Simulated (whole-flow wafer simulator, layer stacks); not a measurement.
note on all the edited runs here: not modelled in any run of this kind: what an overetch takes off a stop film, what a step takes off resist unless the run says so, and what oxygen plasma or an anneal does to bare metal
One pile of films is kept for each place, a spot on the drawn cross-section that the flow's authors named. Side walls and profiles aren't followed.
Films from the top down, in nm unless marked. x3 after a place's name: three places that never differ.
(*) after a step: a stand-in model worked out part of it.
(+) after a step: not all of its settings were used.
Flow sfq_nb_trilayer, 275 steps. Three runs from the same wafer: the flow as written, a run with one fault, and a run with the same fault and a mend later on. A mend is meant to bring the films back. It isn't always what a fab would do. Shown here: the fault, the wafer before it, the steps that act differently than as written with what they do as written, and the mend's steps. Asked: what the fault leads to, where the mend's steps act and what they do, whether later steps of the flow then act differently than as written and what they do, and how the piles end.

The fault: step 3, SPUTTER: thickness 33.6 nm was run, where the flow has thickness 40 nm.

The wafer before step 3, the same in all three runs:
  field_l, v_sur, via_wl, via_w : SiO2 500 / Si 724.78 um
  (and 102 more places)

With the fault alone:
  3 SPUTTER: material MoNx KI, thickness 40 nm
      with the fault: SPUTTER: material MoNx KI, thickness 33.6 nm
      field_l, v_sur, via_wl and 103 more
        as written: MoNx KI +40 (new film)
        with the fault: MoNx KI +33.6 (new film)
  Later steps of the flow that act differently than as written (8 more steps differ only slightly, by at most 2% or 0.5 nm, whichever is larger, and aren't shown):
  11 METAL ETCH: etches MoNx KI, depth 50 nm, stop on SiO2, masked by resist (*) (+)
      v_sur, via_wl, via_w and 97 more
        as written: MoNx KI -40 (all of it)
        with the fault: MoNx KI -33.6 (all of it)
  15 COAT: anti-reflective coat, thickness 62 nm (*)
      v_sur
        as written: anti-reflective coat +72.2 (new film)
        with the fault: anti-reflective coat +70.6 (new film)
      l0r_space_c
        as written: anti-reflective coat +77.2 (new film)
        with the fault: anti-reflective coat +74.8 (new film)
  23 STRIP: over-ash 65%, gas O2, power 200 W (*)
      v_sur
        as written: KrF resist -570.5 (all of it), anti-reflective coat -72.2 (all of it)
        with the fault: KrF resist -568.6 (all of it), anti-reflective coat -70.6 (all of it)
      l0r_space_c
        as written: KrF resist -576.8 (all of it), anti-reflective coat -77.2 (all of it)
        with the fault: KrF resist -574 (all of it), anti-reflective coat -74.8 (all of it)
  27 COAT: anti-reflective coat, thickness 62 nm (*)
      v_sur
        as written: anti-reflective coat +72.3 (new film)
        with the fault: anti-reflective coat +70.7 (new film)
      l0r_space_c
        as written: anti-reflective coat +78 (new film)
        with the fault: anti-reflective coat +75.4 (new film)
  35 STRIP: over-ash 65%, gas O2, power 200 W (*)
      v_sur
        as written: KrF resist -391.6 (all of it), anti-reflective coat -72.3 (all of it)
        with the fault: KrF resist -390 (all of it), anti-reflective coat -70.7 (all of it)
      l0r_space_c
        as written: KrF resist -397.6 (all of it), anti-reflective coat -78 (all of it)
        with the fault: KrF resist -395.1 (all of it), anti-reflective coat -75.4 (all of it)
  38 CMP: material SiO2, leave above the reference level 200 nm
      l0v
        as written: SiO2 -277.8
        with the fault: SiO2 -271.4
  At the end the piles differ from the flow's by more than 2% or 0.5 nm, whichever is larger, at field_l, l0_sur, l0v, l0r_line_l, l0r_line_c, l0r_line_r.
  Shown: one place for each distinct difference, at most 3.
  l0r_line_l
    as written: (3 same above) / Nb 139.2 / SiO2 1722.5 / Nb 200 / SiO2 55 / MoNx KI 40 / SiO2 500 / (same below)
    with the fault: (3 same above) / Nb 139.2 / SiO2 1728.9 / Nb 200 / SiO2 55 / MoNx KI 33.6 / SiO2 500 / (same below)
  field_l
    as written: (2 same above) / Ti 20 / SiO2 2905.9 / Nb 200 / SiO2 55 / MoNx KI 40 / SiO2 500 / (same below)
    with the fault: (2 same above) / Ti 20 / SiO2 2912.3 / Nb 200 / SiO2 55 / MoNx KI 33.6 / SiO2 500 / (same below)
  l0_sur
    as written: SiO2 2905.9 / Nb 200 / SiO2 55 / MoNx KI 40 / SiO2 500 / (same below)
    with the fault: SiO2 2912.3 / Nb 200 / SiO2 55 / MoNx KI 33.6 / SiO2 500 / (same below)

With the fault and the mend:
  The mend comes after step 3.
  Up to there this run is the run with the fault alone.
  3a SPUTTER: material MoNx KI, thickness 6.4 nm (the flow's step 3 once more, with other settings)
      field_l, v_sur, via_wl and 103 more
        MoNx KI +6.4
  No later step of the flow acts differently than as written at any place that is followed.
  At the end the piles are the same as the flow's at every place that both follow.
